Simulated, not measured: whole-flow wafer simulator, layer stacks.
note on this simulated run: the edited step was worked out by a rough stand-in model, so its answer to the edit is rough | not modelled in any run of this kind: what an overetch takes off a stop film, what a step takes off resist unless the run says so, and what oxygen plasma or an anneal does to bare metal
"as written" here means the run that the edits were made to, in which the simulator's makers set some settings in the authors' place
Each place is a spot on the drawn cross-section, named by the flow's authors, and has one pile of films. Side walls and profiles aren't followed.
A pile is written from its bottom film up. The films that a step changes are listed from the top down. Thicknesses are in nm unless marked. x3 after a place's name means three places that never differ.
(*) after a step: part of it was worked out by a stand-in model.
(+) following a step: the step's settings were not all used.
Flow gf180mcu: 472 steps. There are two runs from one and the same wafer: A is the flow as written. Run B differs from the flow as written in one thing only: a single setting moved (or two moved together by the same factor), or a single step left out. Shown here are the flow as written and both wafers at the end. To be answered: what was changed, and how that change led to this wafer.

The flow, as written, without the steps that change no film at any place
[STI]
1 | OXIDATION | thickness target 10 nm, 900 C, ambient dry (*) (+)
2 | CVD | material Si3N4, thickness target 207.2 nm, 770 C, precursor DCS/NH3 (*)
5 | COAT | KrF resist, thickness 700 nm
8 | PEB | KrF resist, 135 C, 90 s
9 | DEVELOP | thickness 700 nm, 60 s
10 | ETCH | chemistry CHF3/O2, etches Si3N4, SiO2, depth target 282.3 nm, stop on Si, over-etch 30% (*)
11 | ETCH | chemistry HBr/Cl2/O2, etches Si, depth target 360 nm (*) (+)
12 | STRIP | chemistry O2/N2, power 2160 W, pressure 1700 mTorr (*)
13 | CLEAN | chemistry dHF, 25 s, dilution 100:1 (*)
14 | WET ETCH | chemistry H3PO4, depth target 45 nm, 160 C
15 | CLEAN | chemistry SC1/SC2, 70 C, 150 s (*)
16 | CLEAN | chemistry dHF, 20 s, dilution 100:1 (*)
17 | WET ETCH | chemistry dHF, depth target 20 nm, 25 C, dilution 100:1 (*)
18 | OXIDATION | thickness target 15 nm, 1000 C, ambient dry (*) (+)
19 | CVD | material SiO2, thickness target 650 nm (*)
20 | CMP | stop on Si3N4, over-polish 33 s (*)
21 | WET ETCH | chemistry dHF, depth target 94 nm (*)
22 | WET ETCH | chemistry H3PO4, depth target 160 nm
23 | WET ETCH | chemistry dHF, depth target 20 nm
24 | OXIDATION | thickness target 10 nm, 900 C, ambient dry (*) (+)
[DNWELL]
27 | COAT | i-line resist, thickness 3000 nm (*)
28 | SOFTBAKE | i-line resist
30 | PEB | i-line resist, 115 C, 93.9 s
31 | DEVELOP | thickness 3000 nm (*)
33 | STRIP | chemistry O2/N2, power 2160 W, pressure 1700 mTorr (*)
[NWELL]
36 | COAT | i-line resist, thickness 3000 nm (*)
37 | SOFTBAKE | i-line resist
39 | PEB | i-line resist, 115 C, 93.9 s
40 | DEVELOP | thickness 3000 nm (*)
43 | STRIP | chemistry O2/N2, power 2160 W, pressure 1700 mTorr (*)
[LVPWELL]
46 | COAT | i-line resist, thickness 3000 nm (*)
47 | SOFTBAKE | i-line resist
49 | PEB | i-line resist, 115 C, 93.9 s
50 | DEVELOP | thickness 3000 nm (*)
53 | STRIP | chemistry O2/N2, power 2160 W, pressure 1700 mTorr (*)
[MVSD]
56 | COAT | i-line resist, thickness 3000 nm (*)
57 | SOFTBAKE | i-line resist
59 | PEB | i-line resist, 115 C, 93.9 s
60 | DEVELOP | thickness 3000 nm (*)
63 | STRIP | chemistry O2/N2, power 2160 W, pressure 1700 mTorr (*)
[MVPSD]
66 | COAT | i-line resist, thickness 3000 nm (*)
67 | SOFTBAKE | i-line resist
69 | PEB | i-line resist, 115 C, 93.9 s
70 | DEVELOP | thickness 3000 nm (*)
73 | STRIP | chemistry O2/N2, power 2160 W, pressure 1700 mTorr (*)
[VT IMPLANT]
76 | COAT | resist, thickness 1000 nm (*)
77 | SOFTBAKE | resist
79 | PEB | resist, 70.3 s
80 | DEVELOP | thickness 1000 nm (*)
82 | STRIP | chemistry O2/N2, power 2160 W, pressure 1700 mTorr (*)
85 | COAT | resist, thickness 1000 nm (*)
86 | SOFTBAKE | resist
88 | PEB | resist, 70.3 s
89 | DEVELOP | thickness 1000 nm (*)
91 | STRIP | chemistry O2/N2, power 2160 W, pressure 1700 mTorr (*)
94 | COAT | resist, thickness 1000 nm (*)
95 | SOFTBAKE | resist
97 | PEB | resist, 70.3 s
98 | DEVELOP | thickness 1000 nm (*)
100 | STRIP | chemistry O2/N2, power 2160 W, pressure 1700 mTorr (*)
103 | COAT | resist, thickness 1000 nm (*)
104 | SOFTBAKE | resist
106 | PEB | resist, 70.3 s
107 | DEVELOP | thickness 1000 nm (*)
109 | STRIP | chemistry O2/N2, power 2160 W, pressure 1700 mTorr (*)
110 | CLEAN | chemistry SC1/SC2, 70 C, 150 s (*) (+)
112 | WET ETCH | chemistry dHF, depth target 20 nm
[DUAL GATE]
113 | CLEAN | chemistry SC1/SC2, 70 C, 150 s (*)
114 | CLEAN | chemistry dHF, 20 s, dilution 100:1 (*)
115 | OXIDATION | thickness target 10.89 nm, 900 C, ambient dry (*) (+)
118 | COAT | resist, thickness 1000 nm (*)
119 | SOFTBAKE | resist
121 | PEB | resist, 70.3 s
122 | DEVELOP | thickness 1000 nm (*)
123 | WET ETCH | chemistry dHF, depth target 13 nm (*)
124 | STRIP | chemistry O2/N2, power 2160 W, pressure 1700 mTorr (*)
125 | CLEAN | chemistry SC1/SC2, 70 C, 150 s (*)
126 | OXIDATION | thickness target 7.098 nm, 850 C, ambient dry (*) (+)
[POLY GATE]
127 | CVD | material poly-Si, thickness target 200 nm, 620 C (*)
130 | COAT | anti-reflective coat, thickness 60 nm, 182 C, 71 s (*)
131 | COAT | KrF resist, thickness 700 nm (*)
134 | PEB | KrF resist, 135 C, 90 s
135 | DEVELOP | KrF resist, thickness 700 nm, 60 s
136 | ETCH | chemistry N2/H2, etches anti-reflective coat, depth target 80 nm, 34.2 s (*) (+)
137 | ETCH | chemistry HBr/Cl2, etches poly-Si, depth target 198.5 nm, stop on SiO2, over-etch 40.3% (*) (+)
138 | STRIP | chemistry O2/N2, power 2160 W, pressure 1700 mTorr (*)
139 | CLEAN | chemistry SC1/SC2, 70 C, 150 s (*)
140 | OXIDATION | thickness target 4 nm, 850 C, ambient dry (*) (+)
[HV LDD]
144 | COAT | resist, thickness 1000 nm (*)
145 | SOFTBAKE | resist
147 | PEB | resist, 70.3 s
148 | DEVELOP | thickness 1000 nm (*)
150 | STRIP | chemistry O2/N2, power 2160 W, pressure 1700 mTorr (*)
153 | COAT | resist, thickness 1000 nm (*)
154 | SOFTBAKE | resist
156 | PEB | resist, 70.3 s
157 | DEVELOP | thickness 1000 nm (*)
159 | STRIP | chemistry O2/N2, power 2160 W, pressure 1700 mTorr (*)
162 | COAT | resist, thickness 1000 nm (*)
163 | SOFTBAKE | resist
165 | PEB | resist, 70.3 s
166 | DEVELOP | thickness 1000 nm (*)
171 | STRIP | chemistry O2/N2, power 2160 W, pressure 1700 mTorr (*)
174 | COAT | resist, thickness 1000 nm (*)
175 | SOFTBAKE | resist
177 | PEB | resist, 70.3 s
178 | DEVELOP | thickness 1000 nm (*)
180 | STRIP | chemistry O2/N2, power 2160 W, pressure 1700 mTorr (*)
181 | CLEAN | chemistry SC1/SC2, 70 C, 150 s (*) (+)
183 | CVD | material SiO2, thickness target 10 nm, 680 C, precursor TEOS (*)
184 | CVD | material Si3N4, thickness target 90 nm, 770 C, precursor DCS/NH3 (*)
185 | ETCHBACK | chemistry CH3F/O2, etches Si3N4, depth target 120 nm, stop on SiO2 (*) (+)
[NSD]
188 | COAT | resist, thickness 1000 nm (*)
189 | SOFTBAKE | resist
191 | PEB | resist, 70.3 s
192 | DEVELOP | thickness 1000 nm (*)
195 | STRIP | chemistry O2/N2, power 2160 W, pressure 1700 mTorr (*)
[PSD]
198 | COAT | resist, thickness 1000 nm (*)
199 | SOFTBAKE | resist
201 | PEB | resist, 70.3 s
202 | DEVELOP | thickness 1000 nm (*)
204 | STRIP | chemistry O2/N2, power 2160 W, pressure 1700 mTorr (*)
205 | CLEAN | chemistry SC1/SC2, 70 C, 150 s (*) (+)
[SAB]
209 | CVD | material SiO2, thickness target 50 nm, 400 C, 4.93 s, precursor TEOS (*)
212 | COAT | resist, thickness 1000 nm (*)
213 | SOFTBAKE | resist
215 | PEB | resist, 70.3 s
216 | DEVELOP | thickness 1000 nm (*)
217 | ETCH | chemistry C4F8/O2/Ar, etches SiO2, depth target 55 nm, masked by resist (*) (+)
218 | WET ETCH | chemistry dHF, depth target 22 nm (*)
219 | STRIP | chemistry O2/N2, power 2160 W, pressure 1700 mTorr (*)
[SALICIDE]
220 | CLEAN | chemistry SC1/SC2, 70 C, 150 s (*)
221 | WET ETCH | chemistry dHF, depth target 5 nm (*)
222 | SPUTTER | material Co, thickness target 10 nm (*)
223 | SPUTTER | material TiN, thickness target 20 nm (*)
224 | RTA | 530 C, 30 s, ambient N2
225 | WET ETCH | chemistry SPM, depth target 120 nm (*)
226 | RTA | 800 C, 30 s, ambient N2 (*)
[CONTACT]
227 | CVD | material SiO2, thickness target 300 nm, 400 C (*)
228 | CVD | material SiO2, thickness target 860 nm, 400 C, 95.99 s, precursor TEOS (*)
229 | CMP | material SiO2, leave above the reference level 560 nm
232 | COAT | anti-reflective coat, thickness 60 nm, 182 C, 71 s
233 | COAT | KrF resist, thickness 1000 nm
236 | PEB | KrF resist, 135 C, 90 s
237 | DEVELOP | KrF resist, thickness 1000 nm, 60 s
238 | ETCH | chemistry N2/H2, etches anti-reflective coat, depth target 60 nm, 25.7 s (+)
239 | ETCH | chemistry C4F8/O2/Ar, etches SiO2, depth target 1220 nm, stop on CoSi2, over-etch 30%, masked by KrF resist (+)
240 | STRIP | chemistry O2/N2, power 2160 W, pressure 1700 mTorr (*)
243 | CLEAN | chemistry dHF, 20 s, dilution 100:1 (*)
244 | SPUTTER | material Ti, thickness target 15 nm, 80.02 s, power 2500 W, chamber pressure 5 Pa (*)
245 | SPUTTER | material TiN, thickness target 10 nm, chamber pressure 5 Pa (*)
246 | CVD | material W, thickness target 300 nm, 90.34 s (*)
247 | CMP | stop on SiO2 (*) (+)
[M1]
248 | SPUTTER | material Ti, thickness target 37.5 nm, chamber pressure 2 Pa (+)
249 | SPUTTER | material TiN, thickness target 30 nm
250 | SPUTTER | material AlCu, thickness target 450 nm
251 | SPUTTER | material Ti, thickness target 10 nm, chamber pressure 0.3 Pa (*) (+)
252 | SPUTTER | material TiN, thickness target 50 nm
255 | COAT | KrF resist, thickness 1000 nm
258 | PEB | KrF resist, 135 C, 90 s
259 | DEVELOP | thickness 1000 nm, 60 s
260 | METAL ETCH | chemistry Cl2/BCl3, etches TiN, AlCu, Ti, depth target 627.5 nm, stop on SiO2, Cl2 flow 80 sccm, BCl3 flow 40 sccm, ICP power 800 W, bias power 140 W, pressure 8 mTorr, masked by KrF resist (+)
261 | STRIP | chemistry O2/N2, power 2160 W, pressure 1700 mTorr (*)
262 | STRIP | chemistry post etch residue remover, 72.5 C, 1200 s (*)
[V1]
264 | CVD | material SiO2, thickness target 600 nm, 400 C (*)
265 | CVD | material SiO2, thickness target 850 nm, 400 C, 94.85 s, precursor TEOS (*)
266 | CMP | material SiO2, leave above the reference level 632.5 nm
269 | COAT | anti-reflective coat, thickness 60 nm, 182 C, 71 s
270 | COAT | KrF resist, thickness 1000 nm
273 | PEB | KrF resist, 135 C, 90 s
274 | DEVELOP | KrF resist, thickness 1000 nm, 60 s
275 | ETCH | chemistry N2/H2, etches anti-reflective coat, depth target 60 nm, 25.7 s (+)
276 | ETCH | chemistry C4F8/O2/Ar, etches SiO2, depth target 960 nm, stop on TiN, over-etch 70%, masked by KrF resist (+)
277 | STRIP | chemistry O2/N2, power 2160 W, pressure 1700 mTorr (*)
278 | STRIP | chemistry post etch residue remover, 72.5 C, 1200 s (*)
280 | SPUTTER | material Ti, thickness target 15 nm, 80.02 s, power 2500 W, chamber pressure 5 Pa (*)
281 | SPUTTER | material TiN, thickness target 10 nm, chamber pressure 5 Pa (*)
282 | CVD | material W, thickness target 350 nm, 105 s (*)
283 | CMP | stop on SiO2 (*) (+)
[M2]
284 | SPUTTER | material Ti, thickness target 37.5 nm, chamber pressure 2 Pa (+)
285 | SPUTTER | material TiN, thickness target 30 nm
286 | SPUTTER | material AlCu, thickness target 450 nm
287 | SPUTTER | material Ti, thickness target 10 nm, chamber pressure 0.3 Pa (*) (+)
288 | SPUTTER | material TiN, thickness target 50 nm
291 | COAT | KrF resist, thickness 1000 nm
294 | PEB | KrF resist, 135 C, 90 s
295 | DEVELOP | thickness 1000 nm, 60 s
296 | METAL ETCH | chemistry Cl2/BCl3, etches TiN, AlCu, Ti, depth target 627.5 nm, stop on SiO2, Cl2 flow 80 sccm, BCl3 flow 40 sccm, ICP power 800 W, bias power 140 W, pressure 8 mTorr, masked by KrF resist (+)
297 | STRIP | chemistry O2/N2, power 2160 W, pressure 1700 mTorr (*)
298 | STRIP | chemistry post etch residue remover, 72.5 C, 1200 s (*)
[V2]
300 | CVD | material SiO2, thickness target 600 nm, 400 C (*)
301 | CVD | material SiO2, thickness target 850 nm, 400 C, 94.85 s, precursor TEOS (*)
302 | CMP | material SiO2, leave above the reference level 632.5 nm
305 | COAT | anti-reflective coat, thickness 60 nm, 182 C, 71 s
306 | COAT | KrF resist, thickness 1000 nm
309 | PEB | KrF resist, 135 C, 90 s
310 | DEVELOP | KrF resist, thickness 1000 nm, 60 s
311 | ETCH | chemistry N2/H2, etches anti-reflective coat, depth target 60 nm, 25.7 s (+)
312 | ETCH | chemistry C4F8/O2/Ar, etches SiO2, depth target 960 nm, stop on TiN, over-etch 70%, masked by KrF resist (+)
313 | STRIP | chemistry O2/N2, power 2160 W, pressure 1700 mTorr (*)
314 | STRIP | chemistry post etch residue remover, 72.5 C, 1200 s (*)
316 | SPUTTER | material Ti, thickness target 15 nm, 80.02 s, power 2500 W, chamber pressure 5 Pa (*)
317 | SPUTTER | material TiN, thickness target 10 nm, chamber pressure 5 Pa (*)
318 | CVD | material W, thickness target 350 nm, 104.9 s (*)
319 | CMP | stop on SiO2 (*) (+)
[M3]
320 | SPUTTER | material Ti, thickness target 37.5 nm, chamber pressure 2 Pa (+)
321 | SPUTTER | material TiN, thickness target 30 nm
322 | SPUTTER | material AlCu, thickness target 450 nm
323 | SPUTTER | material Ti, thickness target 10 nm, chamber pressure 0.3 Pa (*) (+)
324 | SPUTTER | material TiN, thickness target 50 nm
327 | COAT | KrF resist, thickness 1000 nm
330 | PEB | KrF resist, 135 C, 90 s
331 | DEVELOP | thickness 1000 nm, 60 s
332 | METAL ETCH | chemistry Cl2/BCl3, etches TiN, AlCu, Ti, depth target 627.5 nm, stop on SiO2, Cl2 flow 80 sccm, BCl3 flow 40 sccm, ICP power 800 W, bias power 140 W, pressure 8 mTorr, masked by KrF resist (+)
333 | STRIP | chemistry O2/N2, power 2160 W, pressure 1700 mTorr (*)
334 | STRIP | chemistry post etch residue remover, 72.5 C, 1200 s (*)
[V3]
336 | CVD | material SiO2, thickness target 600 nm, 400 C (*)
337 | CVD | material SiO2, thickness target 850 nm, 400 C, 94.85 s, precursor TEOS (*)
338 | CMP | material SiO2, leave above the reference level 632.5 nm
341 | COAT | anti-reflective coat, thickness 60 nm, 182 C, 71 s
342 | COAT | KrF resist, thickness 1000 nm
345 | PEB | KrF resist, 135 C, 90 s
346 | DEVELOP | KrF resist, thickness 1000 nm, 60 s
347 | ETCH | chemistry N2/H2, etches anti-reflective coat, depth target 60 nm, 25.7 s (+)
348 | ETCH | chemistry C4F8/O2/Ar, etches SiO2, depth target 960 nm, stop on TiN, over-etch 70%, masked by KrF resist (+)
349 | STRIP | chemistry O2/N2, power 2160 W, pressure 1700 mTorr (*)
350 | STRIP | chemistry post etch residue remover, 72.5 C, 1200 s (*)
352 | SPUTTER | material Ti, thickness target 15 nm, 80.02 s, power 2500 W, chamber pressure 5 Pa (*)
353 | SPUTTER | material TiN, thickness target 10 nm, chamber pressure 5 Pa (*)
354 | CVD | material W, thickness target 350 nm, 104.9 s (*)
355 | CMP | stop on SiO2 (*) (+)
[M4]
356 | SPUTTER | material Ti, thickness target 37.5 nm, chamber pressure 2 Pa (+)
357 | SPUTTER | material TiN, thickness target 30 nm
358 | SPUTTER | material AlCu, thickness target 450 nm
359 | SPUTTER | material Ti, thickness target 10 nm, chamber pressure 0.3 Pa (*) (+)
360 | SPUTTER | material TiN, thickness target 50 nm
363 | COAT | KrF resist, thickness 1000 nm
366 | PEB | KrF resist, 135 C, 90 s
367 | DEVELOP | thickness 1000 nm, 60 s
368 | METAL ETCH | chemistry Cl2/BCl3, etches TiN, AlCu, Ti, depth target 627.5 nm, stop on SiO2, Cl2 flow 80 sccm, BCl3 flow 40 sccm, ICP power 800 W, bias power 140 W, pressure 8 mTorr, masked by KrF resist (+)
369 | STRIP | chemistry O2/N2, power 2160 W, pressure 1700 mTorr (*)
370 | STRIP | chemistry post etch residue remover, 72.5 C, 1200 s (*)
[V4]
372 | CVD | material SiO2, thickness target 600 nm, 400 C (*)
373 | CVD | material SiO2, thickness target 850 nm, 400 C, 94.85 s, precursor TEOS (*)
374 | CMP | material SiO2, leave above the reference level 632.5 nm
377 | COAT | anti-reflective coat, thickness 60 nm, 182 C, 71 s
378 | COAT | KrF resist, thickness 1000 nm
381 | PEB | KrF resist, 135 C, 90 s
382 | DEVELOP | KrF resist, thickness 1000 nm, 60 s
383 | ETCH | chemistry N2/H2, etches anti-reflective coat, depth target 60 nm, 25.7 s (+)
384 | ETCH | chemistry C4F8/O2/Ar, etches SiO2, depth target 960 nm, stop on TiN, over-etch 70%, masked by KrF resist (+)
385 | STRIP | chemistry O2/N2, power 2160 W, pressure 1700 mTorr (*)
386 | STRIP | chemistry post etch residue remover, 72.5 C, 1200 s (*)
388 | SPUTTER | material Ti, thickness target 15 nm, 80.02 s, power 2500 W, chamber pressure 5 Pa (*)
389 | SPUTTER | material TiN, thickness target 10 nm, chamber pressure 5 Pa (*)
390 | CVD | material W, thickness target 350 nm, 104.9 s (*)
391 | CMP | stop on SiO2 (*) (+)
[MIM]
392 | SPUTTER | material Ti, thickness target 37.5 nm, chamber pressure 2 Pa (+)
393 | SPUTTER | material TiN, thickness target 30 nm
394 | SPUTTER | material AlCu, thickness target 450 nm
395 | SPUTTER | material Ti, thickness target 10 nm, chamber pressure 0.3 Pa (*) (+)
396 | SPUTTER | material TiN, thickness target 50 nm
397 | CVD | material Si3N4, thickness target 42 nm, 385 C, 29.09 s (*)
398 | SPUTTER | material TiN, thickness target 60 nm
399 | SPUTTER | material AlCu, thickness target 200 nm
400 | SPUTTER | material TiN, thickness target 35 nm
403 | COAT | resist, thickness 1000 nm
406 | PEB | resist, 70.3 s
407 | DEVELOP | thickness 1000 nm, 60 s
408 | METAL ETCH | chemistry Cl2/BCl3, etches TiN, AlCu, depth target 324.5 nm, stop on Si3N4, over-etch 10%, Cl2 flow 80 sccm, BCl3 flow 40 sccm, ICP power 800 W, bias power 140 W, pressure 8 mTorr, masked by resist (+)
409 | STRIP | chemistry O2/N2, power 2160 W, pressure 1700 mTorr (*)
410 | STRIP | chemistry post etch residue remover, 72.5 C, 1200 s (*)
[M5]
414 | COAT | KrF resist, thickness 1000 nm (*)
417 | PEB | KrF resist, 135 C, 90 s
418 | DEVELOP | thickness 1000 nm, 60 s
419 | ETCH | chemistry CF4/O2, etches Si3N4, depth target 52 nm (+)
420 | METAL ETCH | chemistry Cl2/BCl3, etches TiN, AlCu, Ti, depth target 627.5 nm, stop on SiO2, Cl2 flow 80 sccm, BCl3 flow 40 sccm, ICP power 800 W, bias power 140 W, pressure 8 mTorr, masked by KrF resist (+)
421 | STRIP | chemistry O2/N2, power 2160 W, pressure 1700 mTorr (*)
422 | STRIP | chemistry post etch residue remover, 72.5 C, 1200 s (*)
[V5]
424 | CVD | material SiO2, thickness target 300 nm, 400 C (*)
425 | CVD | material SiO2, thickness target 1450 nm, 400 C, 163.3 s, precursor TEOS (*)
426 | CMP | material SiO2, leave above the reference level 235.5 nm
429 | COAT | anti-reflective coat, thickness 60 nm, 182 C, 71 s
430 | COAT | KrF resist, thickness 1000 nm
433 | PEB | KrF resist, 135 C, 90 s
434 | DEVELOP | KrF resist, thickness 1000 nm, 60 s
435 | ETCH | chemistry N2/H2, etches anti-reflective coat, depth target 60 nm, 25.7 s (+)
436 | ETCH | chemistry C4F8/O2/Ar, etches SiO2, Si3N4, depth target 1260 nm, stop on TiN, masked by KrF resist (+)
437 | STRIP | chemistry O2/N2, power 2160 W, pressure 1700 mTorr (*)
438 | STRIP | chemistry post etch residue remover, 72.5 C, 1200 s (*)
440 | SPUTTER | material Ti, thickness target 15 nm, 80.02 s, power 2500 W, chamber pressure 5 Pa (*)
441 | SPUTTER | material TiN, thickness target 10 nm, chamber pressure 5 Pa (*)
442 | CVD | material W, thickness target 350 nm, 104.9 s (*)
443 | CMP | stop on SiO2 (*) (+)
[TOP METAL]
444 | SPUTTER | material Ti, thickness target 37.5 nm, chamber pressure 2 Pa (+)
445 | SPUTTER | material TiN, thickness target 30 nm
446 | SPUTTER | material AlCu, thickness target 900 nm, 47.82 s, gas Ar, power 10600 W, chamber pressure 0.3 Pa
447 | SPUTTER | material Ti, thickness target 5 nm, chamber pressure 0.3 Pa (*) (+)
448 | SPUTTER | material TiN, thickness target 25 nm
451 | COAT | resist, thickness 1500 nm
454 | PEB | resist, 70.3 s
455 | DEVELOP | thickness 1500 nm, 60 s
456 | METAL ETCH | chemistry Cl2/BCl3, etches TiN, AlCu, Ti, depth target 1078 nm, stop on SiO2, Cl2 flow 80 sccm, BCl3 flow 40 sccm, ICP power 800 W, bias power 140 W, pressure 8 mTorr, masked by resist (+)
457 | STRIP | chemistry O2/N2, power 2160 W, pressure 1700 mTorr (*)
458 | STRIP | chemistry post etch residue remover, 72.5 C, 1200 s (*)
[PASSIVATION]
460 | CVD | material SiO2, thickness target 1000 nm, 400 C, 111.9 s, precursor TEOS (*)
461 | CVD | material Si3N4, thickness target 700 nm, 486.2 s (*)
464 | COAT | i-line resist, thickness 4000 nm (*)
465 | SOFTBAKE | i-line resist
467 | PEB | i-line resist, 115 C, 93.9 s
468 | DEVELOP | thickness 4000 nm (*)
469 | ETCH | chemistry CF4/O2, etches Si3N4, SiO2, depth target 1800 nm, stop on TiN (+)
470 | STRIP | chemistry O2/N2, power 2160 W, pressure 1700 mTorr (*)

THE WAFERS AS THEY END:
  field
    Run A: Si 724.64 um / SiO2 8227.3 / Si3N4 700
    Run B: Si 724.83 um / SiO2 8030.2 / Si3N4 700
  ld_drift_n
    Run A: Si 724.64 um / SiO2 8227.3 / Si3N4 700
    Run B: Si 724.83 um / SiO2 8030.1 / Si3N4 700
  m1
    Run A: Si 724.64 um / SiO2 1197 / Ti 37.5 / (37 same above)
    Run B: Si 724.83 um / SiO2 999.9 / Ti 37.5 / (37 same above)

The reason: step 11, ETCH: depth target 162 nm was run, though the flow has depth target 360 nm.

The path from the change to this, step by step:
  11 | ETCH | chemistry HBr/Cl2/O2, etches Si, depth target 360 nm (*) (+)
      active, n_well, p_well and 40 more: A -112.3 KrF resist | B -46.3 KrF resist
      field, field_sub, sti and 34 more: A -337 Si | B -139 Si
  12 | STRIP | chemistry O2/N2, power 2160 W, pressure 1700 mTorr (*)
      active, n_well, p_well and 40 more: A -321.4 KrF resist (all of it) | B -387.4 KrF resist (all of it)
  19 | CVD | material SiO2, thickness target 650 nm (*)
      ld_fp_n, ld_drift_n, ld_fp_p and 7 more: A +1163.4 SiO2 | B +965.4 SiO2
      m1: A +1163.4 SiO2 | B +650 SiO2
  20 | CMP | stop on Si3N4, over-polish 33 s (*)
      sti, mim_1p0, pad and 11 more: A -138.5 SiO2 | B -336.5 SiO2
      nw_enc_fld, nw_enc_fld_lv: A -142.5 SiO2 | B -340.5 SiO2
      (and at 11 other places as well)
  24 | OXIDATION | thickness target 10 nm, 900 C, ambient dry (*) (+)
      sti, mim_1p0, pad and 17 more: A +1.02 SiO2, -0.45 Si | B +1.66 SiO2, -0.73 Si
      field, mim, nw_sep_fld: A +1.04 SiO2, -0.46 Si | B +1.72 SiO2, -0.76 Si
      (and at 14 other places as well)
  115 | OXIDATION | thickness target 10.89 nm, 900 C, ambient dry (*) (+)
      sti, mim_1p0, pad and 19 more: A +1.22 SiO2, -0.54 Si | B +2.06 SiO2, -0.9 Si
      field, field__w1, field__w2, field__w3, field__w6, field__w12, mim, nw_sep_fld: A +1.25 SiO2, -0.55 Si | B +2.13 SiO2, -0.94 Si
      (and at 19 other places as well)
  189 | SOFTBAKE | resist
      field__w9: A +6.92 resist | B -3.07 resist
      active_hv: A +2.68 resist | B -0.49 resist
      (and at 1 other place as well)
  199 | SOFTBAKE | resist
      field__w9: A +6.92 resist | B -3.07 resist
      active_hv: A +2.68 resist | B -0.49 resist
      (and at 1 other place as well)
